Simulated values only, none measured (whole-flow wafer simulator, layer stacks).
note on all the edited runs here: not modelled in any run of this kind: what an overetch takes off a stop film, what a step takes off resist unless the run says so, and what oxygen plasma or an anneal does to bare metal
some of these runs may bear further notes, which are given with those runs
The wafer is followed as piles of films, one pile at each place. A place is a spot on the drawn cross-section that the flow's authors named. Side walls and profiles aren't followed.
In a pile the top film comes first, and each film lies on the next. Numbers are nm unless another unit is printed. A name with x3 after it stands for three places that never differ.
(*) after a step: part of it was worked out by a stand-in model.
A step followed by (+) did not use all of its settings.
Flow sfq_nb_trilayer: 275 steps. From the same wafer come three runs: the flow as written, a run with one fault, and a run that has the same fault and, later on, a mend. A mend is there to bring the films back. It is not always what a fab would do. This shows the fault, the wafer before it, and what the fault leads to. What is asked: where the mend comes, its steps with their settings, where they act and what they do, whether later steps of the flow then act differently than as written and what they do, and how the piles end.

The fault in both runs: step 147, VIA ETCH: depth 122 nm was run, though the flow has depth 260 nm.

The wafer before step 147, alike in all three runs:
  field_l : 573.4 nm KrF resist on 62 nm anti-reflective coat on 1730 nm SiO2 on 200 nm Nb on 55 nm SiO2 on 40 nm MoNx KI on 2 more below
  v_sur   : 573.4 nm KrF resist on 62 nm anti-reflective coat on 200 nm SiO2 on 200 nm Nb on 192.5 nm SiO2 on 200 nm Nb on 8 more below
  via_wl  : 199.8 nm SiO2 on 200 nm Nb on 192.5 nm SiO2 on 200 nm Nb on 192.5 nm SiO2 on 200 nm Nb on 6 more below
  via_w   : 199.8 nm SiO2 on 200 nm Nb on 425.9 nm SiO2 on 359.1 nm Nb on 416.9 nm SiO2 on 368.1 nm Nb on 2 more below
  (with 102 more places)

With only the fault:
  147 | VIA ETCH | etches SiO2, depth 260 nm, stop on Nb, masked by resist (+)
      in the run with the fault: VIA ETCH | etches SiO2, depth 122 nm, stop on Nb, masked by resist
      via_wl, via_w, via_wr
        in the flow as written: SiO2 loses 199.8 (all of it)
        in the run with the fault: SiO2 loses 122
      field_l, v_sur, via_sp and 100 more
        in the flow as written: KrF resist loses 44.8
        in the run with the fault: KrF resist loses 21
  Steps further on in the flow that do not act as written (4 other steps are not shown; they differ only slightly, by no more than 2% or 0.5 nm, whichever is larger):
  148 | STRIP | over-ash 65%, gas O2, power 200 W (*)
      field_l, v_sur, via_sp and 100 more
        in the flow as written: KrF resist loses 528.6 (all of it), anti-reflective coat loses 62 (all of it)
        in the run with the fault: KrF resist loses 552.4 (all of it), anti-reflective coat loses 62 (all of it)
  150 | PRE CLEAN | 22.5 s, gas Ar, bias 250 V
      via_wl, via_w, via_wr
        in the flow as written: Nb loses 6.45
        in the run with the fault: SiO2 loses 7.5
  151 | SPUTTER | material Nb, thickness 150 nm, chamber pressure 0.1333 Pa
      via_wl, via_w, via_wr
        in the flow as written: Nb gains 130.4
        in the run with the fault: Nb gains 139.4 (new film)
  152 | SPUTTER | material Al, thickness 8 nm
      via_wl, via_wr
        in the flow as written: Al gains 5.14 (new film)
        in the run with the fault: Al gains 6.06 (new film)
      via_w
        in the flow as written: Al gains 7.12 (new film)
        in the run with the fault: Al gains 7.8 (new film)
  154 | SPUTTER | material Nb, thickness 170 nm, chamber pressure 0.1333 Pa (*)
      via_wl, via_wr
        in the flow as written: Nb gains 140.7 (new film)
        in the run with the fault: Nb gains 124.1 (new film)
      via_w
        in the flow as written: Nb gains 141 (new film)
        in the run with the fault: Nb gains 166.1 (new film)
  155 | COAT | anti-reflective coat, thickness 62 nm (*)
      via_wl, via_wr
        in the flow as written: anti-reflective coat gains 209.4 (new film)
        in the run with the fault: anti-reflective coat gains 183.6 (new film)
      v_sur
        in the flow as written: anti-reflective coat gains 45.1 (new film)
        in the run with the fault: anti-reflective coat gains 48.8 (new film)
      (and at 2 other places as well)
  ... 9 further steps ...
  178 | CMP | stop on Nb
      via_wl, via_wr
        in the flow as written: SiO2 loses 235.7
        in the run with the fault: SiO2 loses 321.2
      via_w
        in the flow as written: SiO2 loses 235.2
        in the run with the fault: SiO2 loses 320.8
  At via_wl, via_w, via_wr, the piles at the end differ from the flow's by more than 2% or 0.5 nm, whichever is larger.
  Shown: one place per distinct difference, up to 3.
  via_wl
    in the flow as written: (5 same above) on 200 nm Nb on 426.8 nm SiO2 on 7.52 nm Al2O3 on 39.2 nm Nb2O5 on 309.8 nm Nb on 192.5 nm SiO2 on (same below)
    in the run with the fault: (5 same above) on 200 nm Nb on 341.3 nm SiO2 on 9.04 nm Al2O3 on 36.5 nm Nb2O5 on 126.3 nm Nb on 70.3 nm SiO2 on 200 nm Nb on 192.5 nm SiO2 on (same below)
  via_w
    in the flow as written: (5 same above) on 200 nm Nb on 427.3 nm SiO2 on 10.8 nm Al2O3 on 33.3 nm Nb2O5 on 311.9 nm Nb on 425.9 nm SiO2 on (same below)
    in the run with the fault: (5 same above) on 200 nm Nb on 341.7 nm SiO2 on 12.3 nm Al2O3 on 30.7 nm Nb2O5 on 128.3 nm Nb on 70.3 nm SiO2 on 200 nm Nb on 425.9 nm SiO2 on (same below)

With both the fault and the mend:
  The mend stands after step 148.
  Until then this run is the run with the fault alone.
  148a | COAT | anti-reflective coat, thickness 62 nm (*) (the flow's step 140 again)
      p4_fl x3, p4_w1 x9, p4_g1 x2 and 63 more
        anti-reflective coat gains 62 (new film)
      r_sur, res, r_end and 9 more
        anti-reflective coat gains 61.8 (new film)
      jj_sur, ce_l, c5j, ce_r, sp_r, be_r
        anti-reflective coat gains 61.7 (new film)
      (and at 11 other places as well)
  148b | COAT | KrF resist, thickness 650 nm (*) (the flow's step 141 again)
      p4_fl x3, p4_w1 x9, p4_g1 x2 and 63 more
        KrF resist gains 650 (new film)
      r_sur, res, r_end, moat, field_r, l0v
        KrF resist gains 649.5 (new film)
      lsp_l, ln_m5, lsp_m, ln_m6, lsp_r, l0_sur
        KrF resist gains 649.6 (new film)
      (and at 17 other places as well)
  148c | SOFTBAKE | KrF resist (the flow's step 142 again)
      alters no film at any place that is followed
  148d | EXPOSE | photomask I4, dose 11.93 mJ/cm2, NA 0.6, wavelength 248 nm (*) (the flow's step 143 again)
      alters no film at any place that is followed
  148e | PEB | KrF resist, 90 s (the flow's step 144 again)
      gap, jj_sur, ce_l and 93 more
        KrF resist loses 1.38
      v_sur, via_sp, via_v, wire, be, be_sur
        KrF resist loses 1.37
      via_wl, via_wr
        KrF resist loses 1.49
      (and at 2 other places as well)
  148f | DEVELOP | KrF resist, thickness 650 nm, 60 s (the flow's step 145 again)
      field_l, v_sur, via_sp and 100 more
        KrF resist loses 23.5
      via_wl
        KrF resist loses 695 (all of it)
      via_w
        KrF resist loses 727.2 (all of it)
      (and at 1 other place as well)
  148g | VIA ETCH | etches anti-reflective coat, depth 125 nm, masked by resist (+) (the flow's step 146 again)
      field_l, v_sur, via_sp and 100 more
        KrF resist loses 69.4
      via_wl, via_wr
        anti-reflective coat loses 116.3 (all of it)
      via_w
        anti-reflective coat loses 80.4 (all of it), SiO2 loses 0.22
  148h | VIA ETCH | etches SiO2, depth 138 nm, stop on Nb, masked by resist (+) (the flow's step 147 again, with other settings)
      field_l, v_sur, via_sp and 100 more
        KrF resist loses 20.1
      via_wl, via_wr
        SiO2 loses 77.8 (all of it)
      via_w
        SiO2 loses 77.6 (all of it)
  148i | STRIP | over-ash 65%, gas O2, power 200 W (*) (the flow's step 148 again)
      p4_fl x3, p4_w1 x9, p4_g1 x2 and 63 more
        KrF resist loses 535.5 (all of it), anti-reflective coat loses 62 (all of it)
      moat, field_r, lsp_l, ln_m5, lsp_m, ln_m6, lsp_r, l0_sur
        KrF resist loses 535.1 (all of it), anti-reflective coat loses 61.8 (all of it)
      r_sur, res, r_end, l0v
        KrF resist loses 535 (all of it), anti-reflective coat loses 61.8 (all of it)
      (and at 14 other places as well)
  Every later step of the flow that is run acts as written, at every place that is followed, to within 2% or 0.5 nm, whichever is larger.
  At every place that both follow, the piles at the end match the flow's.
